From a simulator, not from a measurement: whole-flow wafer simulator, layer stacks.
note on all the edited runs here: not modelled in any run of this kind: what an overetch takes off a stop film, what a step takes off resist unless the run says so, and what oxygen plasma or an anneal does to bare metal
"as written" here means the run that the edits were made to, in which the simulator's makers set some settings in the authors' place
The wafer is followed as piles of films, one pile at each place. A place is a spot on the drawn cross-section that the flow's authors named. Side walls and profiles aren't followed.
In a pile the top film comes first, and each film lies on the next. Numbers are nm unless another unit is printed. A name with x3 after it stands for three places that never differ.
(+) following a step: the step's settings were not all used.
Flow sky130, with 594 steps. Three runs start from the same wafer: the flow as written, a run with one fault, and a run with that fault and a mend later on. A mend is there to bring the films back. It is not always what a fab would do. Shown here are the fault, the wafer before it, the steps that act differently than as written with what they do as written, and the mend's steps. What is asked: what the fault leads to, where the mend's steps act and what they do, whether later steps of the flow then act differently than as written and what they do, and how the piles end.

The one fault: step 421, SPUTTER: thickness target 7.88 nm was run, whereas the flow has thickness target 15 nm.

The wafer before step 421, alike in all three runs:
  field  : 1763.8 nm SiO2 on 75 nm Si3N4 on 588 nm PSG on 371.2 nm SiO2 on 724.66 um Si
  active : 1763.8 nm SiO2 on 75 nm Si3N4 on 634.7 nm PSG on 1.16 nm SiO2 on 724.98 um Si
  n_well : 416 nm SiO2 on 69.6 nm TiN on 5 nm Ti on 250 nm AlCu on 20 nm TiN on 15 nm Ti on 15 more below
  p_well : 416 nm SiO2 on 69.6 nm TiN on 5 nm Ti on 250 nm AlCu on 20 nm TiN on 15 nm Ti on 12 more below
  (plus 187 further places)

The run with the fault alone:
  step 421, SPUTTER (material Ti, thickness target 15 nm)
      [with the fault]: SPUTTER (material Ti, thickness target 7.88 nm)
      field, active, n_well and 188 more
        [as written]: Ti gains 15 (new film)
        [with the fault]: Ti gains 7.88 (new film)
  Steps later in the flow that act otherwise than as written (7 other steps are not shown; they differ only slightly, by no more than 2% or 0.5 nm, whichever is larger):
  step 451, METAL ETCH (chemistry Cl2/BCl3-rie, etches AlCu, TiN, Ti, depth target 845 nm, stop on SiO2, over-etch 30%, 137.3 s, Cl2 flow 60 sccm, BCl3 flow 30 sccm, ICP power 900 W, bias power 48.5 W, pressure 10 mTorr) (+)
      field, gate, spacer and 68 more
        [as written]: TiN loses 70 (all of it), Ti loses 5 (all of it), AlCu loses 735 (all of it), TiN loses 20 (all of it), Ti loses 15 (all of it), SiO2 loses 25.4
        [with the fault]: TiN loses 70 (all of it), Ti loses 5 (all of it), AlCu loses 735 (all of it), TiN loses 20 (all of it), Ti loses 7.88 (all of it), SiO2 loses 26.1
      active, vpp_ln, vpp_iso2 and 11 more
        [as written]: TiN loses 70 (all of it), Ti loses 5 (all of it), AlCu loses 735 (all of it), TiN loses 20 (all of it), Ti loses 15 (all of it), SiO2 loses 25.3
        [with the fault]: TiN loses 70 (all of it), Ti loses 5 (all of it), AlCu loses 735 (all of it), TiN loses 20 (all of it), Ti loses 7.88 (all of it), SiO2 loses 26.1
  At n_well, p_well, gate_hv and 104 more, the piles at the end differ from the flow's by more than 2% or 0.5 nm, whichever is larger.
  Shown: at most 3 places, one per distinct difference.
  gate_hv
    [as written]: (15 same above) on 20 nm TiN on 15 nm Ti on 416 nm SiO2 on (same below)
    [with the fault]: (15 same above) on 20 nm TiN on 7.88 nm Ti on 416 nm SiO2 on (same below)
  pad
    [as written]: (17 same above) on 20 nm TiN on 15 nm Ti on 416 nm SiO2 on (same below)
    [with the fault]: (17 same above) on 20 nm TiN on 7.88 nm Ti on 416 nm SiO2 on (same below)
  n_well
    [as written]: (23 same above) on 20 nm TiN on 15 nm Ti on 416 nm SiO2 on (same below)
    [with the fault]: (23 same above) on 20 nm TiN on 7.88 nm Ti on 416 nm SiO2 on (same below)

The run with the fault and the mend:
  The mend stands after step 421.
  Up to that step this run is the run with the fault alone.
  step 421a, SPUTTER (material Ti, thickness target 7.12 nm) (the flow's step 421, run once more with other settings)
      field, active, n_well and 188 more
        Ti gains 7.12
  None of the later steps of the flow acts differently than as written at any place that is followed.
  At every place that both follow, the piles at the end match the flow's.
